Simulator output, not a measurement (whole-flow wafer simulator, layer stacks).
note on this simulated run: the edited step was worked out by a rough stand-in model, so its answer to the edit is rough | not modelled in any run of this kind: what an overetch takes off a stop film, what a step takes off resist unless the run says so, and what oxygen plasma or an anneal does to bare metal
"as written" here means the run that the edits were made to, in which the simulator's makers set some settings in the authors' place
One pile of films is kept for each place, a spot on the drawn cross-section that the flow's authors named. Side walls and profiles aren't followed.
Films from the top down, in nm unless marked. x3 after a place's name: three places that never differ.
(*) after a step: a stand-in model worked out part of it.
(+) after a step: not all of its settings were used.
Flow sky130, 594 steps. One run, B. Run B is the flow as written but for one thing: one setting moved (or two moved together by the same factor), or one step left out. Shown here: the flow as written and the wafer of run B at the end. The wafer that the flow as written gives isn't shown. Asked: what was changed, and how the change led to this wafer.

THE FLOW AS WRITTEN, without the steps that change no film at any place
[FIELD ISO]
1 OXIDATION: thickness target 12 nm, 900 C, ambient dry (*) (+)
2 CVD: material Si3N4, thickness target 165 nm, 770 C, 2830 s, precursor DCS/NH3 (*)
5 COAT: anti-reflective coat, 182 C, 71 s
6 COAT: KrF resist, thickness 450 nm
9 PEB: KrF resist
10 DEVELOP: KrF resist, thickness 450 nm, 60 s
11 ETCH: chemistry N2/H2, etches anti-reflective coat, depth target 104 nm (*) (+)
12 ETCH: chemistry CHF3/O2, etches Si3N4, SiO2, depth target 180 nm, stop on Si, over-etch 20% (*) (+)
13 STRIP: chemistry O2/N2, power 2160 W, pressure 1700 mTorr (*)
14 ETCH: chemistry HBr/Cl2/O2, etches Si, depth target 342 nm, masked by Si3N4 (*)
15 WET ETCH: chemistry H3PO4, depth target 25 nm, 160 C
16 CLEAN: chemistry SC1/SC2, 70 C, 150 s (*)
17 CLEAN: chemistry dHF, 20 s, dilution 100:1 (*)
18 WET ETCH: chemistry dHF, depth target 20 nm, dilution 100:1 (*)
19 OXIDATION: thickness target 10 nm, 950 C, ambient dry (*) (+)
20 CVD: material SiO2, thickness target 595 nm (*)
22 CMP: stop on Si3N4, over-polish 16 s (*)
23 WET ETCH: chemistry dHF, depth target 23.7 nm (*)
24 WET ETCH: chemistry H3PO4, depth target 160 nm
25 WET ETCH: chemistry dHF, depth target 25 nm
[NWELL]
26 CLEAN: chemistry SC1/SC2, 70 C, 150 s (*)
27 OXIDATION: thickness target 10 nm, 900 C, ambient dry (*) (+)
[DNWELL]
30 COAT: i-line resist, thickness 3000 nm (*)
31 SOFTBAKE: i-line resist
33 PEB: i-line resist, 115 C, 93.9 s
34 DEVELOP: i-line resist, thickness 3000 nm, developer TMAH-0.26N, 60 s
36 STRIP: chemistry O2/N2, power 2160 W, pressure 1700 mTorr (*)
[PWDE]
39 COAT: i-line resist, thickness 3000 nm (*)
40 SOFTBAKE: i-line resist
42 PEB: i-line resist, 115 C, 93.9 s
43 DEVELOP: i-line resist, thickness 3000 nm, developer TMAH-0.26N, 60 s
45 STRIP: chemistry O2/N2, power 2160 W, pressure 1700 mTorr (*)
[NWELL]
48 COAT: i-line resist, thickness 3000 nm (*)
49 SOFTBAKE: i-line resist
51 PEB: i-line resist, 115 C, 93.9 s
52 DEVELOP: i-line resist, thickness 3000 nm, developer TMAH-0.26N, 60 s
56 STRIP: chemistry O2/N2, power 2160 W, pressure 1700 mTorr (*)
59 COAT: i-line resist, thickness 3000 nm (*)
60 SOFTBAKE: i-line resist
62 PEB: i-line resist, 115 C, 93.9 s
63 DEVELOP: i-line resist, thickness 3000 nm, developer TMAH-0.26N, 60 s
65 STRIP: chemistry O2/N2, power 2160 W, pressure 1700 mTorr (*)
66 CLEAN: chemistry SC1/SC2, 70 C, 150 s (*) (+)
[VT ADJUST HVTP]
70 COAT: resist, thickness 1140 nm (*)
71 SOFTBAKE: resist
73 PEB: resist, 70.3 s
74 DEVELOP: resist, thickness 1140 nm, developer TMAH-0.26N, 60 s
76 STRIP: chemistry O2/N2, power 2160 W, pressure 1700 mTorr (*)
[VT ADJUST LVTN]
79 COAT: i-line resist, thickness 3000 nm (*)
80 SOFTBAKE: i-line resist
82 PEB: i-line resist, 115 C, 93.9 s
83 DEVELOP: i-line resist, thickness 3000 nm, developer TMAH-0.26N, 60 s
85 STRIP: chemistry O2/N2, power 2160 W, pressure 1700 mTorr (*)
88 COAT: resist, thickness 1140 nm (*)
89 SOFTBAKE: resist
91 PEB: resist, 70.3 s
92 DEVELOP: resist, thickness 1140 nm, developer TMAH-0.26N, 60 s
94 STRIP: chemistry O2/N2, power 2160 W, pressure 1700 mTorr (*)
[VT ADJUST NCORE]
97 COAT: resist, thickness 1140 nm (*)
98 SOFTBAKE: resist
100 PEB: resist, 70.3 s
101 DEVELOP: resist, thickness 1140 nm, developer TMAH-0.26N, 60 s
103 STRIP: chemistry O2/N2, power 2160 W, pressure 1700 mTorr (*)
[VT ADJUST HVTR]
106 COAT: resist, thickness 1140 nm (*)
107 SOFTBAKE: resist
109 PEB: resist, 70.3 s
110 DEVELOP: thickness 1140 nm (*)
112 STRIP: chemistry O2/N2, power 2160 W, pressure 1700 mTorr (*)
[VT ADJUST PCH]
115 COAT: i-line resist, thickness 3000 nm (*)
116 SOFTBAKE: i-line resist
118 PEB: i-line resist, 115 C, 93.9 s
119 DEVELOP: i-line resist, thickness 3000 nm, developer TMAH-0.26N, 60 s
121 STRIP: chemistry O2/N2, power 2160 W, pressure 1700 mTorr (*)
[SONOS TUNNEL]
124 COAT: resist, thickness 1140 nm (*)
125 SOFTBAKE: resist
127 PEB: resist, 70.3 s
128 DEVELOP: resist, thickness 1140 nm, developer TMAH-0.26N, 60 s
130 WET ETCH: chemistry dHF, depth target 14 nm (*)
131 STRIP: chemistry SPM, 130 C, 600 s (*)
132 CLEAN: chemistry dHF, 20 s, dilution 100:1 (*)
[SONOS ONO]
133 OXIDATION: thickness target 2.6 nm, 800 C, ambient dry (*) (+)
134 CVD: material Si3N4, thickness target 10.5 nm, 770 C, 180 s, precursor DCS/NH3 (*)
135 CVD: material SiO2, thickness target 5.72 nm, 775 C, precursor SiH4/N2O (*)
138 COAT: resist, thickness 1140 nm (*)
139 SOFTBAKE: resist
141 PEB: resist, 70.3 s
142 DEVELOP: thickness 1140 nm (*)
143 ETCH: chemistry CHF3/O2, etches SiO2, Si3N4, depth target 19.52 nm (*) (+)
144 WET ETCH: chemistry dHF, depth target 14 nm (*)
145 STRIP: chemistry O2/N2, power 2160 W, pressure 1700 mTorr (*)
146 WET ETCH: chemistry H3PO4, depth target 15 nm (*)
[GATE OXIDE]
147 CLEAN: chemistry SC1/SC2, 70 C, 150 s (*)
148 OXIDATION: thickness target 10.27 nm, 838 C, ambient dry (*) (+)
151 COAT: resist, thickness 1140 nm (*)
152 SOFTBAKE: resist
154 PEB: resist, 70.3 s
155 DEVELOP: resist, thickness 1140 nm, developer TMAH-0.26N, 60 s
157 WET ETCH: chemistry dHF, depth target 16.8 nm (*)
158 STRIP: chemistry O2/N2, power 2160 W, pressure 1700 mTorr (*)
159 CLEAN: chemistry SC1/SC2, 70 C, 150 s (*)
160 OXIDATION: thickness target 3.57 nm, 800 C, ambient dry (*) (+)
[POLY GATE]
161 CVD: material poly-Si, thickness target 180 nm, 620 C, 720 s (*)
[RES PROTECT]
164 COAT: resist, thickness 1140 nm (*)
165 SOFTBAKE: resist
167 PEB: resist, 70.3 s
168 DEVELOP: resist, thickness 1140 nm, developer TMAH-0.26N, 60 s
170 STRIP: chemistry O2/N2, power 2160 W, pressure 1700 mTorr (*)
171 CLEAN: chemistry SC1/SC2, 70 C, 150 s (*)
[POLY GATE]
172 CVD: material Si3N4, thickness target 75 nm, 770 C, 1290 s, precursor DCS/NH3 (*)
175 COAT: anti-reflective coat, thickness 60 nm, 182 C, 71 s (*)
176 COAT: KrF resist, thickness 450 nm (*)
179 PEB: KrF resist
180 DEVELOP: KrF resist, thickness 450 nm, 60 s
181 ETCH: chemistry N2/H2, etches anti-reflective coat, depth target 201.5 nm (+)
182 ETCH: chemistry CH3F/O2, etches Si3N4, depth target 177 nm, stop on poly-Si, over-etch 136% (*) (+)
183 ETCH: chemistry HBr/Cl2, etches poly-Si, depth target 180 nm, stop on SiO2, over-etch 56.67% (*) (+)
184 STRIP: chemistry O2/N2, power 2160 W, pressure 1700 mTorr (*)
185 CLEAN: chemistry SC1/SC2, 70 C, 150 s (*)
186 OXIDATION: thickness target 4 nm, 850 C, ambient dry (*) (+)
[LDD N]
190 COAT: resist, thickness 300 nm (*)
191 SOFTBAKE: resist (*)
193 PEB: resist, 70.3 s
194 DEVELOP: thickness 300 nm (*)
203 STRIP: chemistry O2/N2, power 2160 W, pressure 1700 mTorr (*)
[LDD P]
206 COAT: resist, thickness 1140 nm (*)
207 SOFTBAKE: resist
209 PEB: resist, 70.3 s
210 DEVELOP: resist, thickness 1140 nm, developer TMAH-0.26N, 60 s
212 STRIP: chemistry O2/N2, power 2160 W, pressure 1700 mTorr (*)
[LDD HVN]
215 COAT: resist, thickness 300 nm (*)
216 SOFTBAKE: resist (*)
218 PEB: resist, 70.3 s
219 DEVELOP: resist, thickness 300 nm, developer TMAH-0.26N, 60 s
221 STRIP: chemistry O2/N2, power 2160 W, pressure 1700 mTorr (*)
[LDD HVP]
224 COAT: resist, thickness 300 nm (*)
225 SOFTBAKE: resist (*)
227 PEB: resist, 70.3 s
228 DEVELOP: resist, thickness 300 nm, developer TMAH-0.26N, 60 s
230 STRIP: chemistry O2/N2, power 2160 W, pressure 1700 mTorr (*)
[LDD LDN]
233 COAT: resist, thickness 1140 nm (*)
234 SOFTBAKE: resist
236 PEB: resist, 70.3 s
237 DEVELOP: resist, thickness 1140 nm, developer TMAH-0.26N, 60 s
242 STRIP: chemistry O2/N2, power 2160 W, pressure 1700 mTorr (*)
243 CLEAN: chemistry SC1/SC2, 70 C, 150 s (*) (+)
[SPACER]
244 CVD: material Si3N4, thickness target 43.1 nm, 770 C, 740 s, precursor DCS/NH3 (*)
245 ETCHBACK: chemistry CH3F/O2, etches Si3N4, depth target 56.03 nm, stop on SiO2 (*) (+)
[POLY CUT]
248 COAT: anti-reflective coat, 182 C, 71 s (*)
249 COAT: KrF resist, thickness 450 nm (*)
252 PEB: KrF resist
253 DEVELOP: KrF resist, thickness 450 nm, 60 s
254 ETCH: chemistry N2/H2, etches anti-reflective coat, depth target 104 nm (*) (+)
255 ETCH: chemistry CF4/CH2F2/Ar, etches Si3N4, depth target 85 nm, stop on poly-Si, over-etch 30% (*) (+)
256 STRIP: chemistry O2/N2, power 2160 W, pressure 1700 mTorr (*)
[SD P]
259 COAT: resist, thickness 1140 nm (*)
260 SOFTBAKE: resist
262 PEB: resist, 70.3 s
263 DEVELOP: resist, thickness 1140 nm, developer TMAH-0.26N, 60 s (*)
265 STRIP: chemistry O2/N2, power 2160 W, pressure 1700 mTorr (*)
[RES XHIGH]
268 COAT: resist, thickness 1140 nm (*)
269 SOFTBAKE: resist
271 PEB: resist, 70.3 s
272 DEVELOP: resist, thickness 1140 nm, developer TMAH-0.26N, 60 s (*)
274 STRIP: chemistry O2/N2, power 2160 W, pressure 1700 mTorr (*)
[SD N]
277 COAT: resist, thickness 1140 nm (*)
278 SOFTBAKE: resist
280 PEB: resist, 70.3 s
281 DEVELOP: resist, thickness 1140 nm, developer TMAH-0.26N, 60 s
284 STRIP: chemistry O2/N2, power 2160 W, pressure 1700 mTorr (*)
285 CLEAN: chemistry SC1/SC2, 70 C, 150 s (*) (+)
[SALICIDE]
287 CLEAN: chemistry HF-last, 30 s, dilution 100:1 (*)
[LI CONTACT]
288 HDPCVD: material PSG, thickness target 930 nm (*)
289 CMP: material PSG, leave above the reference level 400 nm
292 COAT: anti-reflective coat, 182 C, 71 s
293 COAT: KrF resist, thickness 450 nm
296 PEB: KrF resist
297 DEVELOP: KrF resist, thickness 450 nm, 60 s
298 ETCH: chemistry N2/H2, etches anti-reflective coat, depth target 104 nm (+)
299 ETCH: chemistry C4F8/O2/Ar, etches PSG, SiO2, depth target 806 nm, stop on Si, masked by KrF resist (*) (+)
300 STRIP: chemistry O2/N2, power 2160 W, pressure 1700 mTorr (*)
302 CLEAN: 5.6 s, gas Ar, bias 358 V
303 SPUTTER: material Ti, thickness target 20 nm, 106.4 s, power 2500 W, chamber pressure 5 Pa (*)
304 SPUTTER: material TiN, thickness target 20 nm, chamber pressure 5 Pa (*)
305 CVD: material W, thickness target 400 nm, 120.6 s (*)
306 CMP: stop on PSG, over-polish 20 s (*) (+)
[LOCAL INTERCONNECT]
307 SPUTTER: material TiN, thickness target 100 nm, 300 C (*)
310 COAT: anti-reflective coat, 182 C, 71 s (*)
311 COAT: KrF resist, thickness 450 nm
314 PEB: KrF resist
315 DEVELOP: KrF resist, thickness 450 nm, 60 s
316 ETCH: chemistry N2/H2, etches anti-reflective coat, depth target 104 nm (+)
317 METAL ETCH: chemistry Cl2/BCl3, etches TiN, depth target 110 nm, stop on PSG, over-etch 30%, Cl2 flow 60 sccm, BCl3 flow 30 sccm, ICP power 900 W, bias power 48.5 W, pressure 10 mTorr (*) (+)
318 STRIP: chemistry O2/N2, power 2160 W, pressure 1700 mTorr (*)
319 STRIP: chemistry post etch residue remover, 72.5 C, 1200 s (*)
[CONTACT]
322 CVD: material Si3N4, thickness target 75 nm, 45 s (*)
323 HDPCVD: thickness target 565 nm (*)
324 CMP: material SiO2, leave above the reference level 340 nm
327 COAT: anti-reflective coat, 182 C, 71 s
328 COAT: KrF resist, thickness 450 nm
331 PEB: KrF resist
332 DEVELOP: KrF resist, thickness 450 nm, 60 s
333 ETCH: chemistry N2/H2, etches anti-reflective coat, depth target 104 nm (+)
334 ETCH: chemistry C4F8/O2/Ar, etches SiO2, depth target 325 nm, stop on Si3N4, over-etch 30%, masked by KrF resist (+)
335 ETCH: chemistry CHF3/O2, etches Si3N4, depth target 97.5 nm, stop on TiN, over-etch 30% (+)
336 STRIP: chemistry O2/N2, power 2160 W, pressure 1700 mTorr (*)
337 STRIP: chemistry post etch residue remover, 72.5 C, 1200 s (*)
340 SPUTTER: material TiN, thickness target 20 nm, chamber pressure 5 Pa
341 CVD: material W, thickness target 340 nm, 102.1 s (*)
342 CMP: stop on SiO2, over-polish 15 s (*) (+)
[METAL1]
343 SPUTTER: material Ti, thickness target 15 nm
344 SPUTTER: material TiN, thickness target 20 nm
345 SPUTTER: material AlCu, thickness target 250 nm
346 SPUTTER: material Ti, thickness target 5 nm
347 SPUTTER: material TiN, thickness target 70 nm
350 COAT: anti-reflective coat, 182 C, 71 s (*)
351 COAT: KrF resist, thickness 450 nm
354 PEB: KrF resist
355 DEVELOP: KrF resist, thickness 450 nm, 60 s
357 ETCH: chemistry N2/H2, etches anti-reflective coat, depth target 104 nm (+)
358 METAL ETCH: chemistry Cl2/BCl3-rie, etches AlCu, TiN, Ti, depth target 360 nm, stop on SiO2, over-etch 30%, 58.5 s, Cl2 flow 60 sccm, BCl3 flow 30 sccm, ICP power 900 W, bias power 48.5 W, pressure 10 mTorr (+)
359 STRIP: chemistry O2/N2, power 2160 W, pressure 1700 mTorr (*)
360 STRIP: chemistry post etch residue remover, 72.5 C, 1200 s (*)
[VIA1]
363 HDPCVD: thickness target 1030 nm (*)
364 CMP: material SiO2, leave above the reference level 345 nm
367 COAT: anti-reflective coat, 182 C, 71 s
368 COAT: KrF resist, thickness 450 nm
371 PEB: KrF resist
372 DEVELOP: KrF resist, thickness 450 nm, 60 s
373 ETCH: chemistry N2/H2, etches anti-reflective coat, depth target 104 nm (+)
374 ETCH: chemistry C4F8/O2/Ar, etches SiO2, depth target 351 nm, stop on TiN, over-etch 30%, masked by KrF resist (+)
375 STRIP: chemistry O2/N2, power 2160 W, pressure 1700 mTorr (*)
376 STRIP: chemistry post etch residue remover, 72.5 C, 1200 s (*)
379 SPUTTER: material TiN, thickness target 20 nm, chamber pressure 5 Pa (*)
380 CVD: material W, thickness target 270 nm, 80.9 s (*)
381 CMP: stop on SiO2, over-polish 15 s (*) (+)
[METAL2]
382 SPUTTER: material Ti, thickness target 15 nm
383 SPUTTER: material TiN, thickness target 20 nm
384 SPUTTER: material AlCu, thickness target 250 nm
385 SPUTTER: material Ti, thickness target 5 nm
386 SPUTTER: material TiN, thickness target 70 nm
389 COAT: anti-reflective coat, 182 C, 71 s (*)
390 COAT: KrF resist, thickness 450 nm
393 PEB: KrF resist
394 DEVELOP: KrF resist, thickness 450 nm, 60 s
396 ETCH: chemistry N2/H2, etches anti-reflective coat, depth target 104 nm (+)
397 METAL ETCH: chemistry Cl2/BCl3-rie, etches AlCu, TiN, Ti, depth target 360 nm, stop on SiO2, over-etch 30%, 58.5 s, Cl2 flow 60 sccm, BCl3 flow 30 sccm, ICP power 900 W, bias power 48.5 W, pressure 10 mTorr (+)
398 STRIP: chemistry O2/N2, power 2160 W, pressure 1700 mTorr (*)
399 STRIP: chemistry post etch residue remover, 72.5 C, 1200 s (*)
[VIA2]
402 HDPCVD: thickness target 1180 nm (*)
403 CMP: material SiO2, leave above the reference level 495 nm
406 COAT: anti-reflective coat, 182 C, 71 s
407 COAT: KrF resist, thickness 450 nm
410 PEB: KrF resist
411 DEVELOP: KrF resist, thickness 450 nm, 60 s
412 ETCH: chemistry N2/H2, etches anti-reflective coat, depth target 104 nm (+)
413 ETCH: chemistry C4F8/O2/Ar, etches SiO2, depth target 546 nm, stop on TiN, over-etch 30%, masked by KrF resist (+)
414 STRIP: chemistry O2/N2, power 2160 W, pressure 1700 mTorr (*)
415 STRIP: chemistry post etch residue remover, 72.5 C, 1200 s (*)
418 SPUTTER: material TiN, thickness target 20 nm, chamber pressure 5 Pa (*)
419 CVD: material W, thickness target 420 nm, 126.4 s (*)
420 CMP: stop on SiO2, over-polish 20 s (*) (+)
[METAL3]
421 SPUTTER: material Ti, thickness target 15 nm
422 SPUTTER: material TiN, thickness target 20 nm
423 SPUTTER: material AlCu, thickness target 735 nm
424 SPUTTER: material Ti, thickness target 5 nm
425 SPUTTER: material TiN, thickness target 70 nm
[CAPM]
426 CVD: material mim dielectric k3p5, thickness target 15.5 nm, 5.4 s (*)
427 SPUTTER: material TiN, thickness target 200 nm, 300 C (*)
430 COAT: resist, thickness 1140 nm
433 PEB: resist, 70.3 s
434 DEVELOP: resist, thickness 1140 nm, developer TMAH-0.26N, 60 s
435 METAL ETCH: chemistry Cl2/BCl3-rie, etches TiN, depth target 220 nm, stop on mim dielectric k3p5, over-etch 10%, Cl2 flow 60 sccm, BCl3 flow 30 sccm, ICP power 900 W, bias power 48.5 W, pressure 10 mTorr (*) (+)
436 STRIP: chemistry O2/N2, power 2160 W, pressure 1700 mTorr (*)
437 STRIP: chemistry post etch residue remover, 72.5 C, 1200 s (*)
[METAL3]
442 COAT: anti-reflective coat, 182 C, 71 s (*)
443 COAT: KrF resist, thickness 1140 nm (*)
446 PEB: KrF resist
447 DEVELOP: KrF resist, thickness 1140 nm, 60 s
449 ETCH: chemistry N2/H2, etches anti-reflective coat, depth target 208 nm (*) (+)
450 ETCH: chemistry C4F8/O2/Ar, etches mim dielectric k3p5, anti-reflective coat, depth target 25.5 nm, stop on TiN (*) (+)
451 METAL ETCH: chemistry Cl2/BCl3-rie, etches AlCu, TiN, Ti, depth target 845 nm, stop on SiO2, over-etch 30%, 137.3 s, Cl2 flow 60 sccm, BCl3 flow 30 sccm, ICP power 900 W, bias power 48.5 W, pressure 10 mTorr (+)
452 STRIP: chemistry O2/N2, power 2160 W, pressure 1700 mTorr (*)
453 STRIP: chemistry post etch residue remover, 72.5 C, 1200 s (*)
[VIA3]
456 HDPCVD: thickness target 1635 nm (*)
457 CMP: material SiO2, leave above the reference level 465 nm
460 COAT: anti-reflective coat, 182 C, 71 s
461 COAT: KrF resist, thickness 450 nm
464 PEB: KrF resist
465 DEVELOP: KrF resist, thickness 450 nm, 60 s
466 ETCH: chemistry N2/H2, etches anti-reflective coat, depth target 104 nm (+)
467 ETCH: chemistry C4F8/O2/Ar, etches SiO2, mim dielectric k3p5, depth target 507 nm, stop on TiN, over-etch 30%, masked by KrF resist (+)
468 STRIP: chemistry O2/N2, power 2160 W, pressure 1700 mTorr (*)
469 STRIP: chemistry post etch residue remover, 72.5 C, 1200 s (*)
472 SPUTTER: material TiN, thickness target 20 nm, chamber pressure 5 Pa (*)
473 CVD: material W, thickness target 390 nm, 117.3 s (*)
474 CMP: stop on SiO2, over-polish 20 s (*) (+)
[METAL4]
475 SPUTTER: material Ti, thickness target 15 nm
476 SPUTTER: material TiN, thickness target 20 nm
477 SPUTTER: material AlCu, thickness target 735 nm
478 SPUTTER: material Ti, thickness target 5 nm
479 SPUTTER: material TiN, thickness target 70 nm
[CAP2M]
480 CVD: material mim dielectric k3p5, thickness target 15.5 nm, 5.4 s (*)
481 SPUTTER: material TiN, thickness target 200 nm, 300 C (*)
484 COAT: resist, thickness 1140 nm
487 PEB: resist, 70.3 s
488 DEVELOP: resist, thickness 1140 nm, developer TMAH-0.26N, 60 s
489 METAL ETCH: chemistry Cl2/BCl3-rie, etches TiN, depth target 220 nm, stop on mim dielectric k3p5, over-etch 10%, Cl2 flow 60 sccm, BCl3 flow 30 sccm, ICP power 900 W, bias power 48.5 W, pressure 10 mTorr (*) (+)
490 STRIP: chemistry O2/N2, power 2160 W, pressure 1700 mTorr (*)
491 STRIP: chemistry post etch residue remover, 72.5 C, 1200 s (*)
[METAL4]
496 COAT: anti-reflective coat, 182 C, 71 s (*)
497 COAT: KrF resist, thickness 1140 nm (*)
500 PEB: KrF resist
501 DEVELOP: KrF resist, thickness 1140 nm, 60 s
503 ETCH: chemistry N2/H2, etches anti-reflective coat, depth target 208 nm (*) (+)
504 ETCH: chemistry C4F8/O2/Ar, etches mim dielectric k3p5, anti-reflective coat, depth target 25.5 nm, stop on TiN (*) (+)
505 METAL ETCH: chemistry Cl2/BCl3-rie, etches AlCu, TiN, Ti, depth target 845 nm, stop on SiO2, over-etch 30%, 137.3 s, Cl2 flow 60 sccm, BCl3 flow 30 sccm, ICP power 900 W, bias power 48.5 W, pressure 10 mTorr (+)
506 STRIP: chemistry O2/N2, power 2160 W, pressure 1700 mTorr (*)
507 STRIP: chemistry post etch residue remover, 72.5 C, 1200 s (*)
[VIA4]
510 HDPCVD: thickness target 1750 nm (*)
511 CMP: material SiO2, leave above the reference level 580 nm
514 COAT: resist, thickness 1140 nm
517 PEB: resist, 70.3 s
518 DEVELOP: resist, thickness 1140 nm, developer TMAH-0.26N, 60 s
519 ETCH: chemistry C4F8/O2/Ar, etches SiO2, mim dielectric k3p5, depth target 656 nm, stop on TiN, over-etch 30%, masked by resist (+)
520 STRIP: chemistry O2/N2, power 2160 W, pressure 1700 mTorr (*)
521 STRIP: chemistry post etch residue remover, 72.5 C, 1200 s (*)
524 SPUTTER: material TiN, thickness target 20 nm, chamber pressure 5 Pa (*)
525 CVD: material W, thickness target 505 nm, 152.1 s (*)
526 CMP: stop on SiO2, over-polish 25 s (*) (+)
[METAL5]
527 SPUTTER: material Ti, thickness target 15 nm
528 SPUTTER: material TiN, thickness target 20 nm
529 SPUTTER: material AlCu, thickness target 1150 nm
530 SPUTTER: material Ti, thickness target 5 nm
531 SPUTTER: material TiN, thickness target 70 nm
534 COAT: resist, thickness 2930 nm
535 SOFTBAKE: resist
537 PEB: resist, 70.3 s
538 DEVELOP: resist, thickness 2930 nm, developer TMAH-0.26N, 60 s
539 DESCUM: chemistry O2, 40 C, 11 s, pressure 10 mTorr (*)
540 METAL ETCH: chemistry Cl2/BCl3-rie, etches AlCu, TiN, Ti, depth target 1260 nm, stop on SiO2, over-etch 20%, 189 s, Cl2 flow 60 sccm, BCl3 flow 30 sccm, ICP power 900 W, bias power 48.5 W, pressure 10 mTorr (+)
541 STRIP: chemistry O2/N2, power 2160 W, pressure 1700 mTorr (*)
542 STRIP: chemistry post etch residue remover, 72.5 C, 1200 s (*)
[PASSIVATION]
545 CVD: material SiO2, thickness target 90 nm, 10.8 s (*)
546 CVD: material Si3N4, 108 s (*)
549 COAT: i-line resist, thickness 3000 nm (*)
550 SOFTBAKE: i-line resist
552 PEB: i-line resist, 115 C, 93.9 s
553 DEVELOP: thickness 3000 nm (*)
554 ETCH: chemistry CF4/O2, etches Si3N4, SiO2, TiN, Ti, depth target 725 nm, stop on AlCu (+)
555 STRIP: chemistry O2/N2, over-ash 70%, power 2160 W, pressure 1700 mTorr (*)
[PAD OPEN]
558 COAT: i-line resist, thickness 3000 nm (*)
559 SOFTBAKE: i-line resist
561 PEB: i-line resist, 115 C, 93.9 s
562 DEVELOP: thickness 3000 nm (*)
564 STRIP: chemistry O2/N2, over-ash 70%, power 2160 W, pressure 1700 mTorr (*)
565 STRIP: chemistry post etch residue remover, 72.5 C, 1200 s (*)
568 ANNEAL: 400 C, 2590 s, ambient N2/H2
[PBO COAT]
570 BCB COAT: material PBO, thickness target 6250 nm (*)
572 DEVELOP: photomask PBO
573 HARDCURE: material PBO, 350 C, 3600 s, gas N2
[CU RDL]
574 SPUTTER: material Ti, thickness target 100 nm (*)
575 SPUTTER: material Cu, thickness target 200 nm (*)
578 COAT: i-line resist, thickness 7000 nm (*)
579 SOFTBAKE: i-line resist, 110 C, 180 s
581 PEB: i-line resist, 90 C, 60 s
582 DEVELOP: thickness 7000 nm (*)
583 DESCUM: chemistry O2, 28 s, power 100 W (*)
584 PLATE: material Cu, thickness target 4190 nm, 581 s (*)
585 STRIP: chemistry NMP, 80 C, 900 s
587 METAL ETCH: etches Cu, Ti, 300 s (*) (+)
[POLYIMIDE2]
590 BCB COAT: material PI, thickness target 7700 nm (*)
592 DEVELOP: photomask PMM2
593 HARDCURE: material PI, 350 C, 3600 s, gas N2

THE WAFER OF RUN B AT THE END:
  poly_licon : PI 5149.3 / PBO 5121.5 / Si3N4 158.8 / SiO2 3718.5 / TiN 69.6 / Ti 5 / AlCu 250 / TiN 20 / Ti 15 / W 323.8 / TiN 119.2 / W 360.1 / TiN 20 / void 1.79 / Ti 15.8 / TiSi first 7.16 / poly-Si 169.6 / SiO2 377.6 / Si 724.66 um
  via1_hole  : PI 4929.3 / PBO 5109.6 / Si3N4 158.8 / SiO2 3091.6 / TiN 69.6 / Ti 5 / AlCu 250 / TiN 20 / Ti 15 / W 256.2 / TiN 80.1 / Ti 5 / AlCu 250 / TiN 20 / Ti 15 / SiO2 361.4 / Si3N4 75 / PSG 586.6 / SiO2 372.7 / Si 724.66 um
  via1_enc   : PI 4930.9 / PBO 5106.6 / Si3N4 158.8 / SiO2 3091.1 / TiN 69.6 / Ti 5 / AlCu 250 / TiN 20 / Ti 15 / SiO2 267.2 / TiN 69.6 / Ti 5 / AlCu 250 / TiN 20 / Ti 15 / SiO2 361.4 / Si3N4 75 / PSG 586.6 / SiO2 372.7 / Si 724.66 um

The cause: step 305, CVD: thickness target 360 nm was run, where the flow has thickness target 400 nm; step 305, CVD: 108.5 s was run, where the flow has 120.6 s.

How the change led to this, step by step:
  305 CVD: material W, thickness target 400 nm, 120.6 s (*)
      field, active, n_well and 185 more: W +360.1 (new film) (as written it would be: W +400 (new film))
      ndiff_licon: W +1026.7 (new film) (as written it would be: W +1066.5 (new film))
      (and at 2 more places)
  306 CMP: stop on PSG, over-polish 20 s (*) (+)
      poly_licon: nothing (as written it would be: W -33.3)
      field, active, n_well and 184 more: W -360.1 (all of it), TiN -20 (all of it), Ti -20 (all of it), PSG -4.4 (as written it would be: W -400 (all of it), TiN -20 (all of it), Ti -20 (all of it), PSG -4.4)
      (and at 3 more places)
  310 COAT: anti-reflective coat, 182 C, 71 s (*)
      poly_licon: anti-reflective coat +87 (new film) (as written it would be: anti-reflective coat +80.5 (new film))
  318 STRIP: chemistry O2/N2, power 2160 W, pressure 1700 mTorr (*)
      poly_licon: KrF resist -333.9 (all of it), anti-reflective coat -87 (all of it) (as written it would be: KrF resist -333.9 (all of it), anti-reflective coat -80.5 (all of it))
  324 CMP: material SiO2, leave above the reference level 340 nm
      poly_licon: SiO2 -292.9 (as written it would be: SiO2 -299.5)
  334 ETCH: chemistry C4F8/O2/Ar, etches SiO2, depth target 325 nm, stop on Si3N4, over-etch 30%, masked by KrF resist (+)
      poly_licon: SiO2 -271.5 (all of it) (as written it would be: SiO2 -264.9 (all of it))
  342 CMP: stop on SiO2, over-polish 15 s (*) (+)
      poly_licon: W -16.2 (as written it would be: W -22.8)
